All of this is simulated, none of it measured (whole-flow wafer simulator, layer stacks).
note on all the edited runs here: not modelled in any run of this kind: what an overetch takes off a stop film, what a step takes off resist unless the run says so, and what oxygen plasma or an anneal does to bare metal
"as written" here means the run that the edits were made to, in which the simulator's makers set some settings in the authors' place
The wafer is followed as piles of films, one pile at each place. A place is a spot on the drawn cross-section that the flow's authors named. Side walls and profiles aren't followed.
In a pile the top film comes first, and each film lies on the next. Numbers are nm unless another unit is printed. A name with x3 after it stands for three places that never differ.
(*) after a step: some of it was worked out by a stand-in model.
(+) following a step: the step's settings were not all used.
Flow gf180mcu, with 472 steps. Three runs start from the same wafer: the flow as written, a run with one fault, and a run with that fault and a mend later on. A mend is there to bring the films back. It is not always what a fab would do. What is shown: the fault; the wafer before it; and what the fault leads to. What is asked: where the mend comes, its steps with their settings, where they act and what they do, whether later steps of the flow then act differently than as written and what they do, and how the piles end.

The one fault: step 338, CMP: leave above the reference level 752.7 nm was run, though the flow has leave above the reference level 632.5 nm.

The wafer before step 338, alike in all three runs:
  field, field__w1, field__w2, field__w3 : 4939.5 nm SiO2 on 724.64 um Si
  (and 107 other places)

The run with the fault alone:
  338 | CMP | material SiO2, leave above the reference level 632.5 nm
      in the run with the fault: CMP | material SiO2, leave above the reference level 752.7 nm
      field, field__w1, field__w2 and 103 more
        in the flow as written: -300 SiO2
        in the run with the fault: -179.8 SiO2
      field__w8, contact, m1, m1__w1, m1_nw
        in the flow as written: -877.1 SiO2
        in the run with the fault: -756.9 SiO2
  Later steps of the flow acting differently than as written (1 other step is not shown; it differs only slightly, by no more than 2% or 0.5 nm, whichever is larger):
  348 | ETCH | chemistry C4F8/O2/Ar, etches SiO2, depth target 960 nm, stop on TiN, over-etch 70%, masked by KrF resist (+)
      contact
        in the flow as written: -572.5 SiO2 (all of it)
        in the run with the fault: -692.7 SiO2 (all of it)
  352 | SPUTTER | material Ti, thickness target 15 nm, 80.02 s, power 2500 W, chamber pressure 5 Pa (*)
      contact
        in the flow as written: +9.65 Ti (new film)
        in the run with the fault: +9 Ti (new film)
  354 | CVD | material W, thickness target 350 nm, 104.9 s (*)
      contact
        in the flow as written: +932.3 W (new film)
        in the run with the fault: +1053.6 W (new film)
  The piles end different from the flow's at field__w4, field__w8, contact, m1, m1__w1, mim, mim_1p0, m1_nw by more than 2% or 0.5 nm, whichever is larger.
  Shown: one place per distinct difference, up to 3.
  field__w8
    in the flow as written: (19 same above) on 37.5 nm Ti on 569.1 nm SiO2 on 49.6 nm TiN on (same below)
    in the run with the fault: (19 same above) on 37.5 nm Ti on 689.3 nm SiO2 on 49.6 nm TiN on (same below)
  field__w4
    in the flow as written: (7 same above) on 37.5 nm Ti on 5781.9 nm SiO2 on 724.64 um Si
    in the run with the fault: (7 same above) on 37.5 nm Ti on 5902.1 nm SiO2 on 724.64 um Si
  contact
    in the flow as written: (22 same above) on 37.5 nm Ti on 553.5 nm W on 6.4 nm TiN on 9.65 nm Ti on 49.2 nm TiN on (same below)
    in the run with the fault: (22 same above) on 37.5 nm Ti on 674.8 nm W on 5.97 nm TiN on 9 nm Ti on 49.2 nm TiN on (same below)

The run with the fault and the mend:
  The mend stands after step 338.
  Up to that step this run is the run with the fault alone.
  338a | CMP | material SiO2, leave above the reference level 632.5 nm (a further turn of the flow's step 338)
      field, field__w1, field__w2 and 108 more
        -120.2 SiO2
  Later steps of the flow that are run all act as written at every place that is followed.
  The piles end the same as the flow's at every place that both follow.
